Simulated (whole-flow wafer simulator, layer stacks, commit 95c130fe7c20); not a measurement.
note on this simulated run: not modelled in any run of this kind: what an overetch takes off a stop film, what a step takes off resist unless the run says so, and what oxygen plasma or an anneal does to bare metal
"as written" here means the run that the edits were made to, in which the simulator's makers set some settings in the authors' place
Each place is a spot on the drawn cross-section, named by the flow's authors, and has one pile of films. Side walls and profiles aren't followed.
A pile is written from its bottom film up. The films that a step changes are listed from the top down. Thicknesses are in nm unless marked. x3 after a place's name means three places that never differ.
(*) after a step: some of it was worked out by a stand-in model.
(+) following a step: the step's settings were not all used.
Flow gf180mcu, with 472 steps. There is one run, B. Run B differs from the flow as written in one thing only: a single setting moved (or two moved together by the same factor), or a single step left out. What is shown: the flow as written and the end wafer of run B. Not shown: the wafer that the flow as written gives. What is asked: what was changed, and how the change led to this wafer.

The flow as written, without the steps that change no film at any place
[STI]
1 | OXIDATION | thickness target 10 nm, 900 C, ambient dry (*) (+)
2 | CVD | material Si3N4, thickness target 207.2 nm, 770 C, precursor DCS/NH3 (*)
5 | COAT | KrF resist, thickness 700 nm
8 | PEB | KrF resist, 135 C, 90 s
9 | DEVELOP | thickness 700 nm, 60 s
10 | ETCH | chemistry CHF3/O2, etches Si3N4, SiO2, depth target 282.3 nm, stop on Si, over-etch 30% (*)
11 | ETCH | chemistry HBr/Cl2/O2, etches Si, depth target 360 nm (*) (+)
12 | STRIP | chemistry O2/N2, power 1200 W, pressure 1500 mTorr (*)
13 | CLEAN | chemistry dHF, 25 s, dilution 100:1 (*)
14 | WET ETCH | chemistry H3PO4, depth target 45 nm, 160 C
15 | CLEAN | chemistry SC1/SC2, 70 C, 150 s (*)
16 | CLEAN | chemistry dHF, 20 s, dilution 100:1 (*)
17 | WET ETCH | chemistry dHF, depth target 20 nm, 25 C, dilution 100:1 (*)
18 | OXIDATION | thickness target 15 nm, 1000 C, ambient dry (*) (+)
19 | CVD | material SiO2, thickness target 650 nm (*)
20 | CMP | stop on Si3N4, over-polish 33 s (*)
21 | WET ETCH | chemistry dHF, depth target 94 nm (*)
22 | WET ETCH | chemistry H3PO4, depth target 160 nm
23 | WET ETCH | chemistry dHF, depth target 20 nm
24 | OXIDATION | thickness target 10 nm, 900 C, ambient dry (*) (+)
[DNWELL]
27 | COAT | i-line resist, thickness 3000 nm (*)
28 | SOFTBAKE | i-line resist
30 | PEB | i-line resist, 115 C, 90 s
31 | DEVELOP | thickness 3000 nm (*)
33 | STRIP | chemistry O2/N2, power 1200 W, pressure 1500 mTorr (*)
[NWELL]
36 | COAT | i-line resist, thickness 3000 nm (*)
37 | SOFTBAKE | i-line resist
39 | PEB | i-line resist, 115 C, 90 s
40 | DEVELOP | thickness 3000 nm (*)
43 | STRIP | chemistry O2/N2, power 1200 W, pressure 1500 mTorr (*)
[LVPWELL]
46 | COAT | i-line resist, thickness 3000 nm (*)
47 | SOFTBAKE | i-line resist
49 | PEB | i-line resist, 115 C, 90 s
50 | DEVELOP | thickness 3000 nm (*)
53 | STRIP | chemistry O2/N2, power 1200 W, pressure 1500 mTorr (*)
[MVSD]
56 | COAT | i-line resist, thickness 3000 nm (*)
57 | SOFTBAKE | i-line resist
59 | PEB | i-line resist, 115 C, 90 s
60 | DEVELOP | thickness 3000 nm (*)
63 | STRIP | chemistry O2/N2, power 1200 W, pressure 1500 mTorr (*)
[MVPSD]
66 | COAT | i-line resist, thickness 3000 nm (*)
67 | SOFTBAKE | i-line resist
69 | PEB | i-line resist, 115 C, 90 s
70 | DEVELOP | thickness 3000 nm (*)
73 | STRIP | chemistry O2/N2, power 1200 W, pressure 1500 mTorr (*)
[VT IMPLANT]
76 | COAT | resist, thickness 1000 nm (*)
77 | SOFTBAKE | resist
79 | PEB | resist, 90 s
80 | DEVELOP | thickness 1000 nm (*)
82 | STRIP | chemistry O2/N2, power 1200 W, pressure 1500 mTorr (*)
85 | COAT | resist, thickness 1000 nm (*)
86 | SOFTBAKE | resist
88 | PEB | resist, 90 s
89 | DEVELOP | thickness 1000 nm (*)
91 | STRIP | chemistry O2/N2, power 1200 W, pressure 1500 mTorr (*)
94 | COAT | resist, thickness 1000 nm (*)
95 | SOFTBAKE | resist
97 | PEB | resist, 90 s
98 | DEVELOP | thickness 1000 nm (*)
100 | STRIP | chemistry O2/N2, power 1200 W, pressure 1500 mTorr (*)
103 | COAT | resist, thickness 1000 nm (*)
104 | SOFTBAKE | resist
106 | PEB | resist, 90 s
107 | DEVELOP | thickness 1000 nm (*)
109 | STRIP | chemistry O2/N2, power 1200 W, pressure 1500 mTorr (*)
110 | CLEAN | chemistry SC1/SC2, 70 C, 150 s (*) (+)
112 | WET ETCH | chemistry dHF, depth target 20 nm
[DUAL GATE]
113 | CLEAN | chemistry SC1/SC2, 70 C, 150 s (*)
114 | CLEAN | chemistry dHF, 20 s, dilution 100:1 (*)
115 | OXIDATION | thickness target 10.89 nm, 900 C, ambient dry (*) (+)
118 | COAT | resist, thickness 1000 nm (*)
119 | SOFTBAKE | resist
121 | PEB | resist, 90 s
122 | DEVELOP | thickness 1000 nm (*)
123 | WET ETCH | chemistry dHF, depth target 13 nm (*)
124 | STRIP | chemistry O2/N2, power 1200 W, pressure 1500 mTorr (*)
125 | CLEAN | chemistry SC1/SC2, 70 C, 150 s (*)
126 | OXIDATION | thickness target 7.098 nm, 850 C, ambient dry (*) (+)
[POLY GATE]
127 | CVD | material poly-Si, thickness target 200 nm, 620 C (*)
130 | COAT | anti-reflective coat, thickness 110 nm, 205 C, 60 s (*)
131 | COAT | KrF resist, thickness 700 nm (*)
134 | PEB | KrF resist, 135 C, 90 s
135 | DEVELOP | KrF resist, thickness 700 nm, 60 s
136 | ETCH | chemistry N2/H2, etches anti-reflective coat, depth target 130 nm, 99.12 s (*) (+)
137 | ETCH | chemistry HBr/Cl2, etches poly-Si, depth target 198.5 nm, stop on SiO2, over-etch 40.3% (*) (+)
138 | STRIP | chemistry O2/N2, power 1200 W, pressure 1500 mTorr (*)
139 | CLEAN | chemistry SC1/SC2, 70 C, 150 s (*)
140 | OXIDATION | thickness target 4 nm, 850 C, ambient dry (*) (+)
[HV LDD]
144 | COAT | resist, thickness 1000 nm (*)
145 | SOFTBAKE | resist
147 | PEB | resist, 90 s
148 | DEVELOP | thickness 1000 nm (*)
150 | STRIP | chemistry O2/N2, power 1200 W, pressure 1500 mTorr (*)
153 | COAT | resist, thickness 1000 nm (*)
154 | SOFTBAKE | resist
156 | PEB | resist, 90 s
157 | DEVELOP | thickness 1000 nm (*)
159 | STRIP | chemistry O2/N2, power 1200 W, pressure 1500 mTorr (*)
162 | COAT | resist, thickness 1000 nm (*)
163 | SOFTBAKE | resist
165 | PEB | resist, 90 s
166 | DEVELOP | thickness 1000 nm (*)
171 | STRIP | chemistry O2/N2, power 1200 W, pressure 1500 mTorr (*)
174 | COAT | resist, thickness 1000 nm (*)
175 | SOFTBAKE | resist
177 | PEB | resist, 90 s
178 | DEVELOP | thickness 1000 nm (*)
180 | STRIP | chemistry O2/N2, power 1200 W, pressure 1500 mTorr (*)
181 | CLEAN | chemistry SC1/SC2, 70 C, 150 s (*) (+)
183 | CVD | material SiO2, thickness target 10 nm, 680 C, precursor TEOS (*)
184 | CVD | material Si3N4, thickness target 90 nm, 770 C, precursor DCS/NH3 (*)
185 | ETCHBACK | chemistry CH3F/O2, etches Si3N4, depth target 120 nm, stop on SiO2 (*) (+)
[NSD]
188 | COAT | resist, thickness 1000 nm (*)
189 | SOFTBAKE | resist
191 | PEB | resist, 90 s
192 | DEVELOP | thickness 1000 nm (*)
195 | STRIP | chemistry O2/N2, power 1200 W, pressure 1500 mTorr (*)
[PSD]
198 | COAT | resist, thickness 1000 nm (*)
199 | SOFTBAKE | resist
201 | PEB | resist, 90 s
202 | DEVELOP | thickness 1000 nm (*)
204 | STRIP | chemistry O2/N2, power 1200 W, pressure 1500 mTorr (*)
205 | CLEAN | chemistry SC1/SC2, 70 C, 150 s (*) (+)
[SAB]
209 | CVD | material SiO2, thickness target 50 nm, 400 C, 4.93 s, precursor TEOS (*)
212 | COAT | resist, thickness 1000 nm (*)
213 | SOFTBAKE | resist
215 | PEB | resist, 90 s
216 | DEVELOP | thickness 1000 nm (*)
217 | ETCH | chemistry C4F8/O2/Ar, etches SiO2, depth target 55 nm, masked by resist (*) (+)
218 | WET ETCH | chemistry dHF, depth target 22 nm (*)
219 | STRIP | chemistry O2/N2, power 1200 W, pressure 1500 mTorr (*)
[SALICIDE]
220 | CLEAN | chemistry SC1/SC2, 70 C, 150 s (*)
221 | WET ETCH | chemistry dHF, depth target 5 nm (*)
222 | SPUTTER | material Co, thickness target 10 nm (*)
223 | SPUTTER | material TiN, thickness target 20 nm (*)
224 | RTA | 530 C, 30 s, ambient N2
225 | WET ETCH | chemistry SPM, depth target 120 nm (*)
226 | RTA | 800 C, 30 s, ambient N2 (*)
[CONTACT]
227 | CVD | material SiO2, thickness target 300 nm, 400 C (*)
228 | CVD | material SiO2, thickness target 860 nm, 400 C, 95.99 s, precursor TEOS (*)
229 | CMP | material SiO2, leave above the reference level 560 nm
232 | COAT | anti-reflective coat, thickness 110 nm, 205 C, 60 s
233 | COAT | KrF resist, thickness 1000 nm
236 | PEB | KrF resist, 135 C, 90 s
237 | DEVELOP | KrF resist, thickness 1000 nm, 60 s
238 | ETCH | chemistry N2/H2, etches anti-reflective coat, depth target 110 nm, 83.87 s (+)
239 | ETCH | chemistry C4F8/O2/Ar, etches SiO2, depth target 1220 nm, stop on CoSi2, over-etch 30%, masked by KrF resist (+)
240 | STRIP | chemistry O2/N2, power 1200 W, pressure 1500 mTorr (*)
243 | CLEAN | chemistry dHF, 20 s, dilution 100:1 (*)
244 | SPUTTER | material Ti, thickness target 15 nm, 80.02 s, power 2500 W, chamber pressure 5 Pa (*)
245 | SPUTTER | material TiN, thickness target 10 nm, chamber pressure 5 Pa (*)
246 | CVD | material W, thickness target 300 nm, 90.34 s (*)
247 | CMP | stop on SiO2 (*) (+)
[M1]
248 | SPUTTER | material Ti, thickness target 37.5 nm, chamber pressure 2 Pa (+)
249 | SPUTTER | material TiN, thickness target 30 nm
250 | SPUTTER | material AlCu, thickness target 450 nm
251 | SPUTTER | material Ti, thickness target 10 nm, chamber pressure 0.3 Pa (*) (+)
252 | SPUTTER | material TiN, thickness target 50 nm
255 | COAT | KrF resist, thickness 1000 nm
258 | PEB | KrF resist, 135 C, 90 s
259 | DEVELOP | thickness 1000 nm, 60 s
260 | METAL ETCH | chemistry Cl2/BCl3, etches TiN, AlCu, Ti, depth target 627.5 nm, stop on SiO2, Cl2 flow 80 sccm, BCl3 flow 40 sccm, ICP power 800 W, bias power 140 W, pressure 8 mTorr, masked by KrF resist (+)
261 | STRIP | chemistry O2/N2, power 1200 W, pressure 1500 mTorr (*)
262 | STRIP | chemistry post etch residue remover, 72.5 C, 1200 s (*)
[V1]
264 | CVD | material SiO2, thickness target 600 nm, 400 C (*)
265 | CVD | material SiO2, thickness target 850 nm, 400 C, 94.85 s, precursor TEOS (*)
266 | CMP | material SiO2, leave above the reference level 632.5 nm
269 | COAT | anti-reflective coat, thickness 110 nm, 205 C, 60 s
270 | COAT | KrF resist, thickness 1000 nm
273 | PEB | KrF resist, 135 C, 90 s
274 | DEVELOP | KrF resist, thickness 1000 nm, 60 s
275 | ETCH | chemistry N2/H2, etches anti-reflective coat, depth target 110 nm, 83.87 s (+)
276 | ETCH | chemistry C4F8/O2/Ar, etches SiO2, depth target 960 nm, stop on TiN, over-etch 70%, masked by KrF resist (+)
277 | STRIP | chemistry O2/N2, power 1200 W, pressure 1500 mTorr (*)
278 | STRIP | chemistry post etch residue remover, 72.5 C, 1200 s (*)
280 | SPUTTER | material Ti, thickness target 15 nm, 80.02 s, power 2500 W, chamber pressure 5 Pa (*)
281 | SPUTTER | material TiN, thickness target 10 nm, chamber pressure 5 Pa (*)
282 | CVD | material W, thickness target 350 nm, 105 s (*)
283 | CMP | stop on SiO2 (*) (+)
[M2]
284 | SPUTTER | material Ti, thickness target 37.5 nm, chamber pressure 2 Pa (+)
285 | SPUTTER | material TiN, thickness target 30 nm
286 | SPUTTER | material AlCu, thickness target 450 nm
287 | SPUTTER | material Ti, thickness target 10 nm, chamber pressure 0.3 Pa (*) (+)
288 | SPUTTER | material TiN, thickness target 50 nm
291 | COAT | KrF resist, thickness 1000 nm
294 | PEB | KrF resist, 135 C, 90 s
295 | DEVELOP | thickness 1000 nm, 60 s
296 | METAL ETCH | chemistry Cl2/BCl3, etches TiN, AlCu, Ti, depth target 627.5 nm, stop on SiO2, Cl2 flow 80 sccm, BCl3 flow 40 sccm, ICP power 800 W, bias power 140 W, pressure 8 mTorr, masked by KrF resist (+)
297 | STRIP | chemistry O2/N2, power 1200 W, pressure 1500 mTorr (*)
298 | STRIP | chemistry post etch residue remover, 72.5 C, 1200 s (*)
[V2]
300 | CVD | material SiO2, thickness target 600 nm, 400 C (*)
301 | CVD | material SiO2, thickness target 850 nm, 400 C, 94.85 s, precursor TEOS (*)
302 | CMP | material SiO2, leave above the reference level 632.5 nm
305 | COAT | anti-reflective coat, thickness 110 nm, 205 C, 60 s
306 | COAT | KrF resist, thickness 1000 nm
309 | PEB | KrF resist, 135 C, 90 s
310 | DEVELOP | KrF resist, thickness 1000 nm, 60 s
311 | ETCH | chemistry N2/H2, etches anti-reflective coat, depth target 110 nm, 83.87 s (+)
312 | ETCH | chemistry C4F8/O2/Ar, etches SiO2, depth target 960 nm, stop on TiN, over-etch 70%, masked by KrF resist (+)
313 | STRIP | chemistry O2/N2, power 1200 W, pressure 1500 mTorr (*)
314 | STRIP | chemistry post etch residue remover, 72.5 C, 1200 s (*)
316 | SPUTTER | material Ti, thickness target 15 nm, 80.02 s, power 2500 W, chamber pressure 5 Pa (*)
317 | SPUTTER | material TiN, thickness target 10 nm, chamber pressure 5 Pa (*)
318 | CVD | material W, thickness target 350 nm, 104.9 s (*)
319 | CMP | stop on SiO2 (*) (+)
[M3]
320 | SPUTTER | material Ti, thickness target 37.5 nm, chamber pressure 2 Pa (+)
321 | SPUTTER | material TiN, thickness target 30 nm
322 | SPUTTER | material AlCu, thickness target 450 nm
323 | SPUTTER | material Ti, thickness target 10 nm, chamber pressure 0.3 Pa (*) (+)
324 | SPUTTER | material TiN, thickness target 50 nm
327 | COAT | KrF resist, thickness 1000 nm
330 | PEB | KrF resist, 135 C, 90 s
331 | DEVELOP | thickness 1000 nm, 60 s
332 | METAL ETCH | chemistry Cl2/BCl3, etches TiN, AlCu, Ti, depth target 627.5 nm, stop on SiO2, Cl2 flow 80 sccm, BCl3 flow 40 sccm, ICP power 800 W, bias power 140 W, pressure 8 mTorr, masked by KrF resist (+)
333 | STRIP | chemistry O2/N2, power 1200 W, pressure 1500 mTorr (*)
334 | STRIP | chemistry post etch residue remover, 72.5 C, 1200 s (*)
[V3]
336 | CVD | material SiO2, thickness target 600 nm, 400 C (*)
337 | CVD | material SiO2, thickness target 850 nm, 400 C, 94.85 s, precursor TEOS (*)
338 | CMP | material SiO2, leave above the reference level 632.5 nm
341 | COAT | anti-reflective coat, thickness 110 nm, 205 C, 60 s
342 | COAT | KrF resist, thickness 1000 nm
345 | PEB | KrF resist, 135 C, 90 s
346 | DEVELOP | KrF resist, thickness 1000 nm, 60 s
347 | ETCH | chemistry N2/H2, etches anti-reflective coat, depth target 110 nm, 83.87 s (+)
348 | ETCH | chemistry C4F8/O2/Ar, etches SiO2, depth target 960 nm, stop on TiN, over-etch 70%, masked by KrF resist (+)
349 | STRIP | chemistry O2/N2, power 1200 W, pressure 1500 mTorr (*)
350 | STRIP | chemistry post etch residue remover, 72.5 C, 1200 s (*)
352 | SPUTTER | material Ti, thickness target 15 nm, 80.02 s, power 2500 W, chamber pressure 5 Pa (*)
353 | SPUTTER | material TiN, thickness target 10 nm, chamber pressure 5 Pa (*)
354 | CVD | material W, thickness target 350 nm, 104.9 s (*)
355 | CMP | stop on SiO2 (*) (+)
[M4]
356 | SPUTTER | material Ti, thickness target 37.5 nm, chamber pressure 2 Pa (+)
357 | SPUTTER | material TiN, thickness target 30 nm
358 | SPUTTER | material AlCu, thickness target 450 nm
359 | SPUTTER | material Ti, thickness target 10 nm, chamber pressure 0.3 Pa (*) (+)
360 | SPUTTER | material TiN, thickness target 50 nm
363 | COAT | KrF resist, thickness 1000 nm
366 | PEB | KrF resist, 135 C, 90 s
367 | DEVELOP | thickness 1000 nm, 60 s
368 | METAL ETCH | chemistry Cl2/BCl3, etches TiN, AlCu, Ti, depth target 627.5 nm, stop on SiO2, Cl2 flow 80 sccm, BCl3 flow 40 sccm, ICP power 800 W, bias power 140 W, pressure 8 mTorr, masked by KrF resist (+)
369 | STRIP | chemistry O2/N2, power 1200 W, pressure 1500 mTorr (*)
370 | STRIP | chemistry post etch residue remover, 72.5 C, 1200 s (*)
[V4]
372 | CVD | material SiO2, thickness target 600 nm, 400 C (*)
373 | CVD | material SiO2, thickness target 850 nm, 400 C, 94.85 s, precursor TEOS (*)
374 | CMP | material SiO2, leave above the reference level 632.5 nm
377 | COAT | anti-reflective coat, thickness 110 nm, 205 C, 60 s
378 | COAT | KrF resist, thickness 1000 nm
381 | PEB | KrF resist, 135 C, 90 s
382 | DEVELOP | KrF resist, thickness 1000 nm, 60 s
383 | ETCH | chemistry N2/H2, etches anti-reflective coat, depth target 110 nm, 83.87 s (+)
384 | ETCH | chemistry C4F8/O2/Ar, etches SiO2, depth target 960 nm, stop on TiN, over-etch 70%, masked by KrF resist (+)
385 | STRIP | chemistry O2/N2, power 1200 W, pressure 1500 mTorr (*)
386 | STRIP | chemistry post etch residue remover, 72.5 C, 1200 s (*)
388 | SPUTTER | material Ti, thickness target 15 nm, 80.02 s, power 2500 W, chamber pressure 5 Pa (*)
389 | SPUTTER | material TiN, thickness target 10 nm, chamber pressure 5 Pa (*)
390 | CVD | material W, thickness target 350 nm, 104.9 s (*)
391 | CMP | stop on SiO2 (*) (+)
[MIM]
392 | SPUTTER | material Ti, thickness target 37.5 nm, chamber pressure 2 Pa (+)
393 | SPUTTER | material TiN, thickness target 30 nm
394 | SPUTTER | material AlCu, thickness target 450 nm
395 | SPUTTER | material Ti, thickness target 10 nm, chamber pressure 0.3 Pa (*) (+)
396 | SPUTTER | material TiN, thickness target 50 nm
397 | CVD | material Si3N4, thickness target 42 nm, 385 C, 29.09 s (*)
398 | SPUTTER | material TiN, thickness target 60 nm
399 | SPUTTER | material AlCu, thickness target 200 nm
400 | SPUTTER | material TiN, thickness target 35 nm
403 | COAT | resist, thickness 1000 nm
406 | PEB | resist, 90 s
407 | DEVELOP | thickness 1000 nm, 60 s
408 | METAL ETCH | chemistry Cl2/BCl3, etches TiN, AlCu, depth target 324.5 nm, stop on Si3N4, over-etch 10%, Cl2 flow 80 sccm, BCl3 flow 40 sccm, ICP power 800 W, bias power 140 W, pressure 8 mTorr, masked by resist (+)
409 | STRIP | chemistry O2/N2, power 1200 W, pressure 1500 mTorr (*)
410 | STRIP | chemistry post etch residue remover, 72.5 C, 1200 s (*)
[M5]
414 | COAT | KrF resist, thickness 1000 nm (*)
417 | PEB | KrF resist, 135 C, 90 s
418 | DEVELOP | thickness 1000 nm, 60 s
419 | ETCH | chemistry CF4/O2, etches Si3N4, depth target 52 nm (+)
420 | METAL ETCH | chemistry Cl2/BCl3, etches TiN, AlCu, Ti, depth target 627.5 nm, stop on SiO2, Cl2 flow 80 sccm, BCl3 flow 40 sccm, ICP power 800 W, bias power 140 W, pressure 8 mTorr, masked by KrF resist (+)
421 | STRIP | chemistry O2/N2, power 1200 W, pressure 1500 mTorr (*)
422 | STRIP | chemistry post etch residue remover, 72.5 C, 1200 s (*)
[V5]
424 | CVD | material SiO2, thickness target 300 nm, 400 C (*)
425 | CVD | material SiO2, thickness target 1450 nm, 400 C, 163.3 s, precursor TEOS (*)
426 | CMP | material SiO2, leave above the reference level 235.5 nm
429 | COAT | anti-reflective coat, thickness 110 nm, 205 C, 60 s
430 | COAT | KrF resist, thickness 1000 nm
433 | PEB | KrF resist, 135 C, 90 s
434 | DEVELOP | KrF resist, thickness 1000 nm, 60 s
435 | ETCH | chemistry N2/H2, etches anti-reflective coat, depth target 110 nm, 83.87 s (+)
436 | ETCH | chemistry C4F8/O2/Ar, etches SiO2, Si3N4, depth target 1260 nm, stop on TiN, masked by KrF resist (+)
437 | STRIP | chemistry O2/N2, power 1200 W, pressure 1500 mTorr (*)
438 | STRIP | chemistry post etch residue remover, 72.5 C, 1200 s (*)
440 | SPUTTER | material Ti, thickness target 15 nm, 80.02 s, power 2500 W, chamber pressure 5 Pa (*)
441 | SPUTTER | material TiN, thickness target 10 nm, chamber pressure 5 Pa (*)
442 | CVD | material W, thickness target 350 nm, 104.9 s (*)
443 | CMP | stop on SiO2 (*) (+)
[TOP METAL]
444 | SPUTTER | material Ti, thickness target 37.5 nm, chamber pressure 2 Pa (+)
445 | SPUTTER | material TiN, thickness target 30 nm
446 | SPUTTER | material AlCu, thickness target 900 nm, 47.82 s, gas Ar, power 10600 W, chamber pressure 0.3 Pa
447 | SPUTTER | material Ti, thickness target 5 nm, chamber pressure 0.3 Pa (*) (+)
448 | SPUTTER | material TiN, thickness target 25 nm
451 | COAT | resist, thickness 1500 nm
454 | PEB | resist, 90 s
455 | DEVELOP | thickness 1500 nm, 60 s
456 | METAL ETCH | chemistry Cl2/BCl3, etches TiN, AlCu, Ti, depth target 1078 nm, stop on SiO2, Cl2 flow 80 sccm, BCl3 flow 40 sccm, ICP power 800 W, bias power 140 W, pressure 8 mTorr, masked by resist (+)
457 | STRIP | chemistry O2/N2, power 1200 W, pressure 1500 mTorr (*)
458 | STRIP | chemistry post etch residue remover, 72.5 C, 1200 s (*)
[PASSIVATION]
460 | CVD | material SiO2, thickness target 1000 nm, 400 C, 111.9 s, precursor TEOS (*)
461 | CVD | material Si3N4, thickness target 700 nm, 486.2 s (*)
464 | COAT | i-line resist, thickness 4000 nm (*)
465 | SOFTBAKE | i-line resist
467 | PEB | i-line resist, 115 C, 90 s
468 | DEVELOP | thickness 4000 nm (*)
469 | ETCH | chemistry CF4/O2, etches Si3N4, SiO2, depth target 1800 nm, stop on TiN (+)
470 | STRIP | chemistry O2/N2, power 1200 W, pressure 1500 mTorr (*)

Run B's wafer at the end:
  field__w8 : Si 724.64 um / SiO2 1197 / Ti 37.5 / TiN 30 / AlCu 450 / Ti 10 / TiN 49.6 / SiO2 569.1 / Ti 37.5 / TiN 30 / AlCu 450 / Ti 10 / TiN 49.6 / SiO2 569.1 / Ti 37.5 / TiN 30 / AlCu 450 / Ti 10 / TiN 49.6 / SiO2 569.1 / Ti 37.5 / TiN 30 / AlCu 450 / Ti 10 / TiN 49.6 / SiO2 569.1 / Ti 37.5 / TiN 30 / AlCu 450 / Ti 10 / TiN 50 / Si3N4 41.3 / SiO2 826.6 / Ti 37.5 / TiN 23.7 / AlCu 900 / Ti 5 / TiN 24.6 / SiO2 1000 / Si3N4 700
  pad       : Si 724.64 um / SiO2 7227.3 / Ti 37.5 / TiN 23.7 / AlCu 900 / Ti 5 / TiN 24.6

Cause: step 445, SPUTTER: thickness target 23.7 nm was run, though the flow has thickness target 30 nm.
One can read it off the wafer: field__w8 has TiN 23.7, and step 445 as written asks for 30 nm.

Step by step, how the change led to this:
  445 | SPUTTER | material TiN, thickness target 30 nm
      field, field__w1, field__w2 and 109 more: TiN gains 23.7 (new film) (in the flow as written it would be: TiN gains 30 (new film))
  456 | METAL ETCH | chemistry Cl2/BCl3, etches TiN, AlCu, Ti, depth target 1078 nm, stop on SiO2, Cl2 flow 80 sccm, BCl3 flow 40 sccm, ICP power 800 W, bias power 140 W, pressure 8 mTorr, masked by resist (+)
      field, field__w1, field__w2 and 103 more: TiN loses 25 (all of it), Ti loses 5 (all of it), AlCu loses 900 (all of it), TiN loses 23.7 (all of it), Ti loses 37.5 (all of it) (in the flow as written it would be: TiN loses 25 (all of it), Ti loses 5 (all of it), AlCu loses 900 (all of it), TiN loses 30 (all of it), Ti loses 37.5 (all of it))
